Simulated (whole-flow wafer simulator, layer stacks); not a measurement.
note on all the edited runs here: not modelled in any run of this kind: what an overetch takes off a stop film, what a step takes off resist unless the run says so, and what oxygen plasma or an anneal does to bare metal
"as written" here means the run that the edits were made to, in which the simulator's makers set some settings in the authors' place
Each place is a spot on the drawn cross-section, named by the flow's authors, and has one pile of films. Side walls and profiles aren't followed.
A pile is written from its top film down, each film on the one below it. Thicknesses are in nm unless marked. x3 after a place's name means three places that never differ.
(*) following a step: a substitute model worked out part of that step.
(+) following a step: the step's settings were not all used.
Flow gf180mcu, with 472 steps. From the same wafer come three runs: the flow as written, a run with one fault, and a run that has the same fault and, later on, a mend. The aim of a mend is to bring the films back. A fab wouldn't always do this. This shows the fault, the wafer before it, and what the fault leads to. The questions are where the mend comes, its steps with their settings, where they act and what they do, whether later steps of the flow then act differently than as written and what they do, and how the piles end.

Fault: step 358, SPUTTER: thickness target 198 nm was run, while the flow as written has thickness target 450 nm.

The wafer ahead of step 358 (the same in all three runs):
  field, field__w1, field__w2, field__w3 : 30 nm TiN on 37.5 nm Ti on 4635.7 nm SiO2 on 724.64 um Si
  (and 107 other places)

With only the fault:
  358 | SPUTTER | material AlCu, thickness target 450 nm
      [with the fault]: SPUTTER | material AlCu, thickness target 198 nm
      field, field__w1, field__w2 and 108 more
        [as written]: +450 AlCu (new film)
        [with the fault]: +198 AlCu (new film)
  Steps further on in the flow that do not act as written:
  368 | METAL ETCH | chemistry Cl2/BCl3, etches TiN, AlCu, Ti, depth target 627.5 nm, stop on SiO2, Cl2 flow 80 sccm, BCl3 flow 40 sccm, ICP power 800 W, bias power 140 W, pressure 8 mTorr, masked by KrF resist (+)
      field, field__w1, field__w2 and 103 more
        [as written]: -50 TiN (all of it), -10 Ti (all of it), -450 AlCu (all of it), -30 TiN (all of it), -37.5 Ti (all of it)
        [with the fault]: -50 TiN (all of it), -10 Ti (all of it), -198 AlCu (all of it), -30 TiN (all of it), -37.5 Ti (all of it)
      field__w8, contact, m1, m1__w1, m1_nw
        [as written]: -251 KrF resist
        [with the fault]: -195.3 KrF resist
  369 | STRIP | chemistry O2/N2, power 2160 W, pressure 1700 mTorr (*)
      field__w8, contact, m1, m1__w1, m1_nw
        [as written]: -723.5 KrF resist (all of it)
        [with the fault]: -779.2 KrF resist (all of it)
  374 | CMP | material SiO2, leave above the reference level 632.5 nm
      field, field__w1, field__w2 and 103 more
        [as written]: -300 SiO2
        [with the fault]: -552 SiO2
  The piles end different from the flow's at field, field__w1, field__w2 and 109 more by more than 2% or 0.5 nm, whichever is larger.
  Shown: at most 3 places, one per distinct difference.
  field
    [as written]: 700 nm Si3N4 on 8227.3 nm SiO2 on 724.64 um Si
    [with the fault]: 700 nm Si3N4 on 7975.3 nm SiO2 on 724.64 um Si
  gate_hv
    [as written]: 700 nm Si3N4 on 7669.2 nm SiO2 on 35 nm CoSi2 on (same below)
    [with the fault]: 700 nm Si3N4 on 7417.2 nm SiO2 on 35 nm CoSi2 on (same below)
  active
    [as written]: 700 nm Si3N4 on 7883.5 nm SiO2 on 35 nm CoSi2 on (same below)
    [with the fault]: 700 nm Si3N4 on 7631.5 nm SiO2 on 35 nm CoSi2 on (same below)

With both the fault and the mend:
  After step 358 comes the mend.
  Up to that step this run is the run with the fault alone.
  358a | SPUTTER | material AlCu, thickness target 252 nm (the flow's step 358 again, with other settings)
      field, field__w1, field__w2 and 108 more
        +252 AlCu
  None of the later steps of the flow acts differently than as written at any place that is followed.
  The piles end the same as the flow's at every place that both follow.
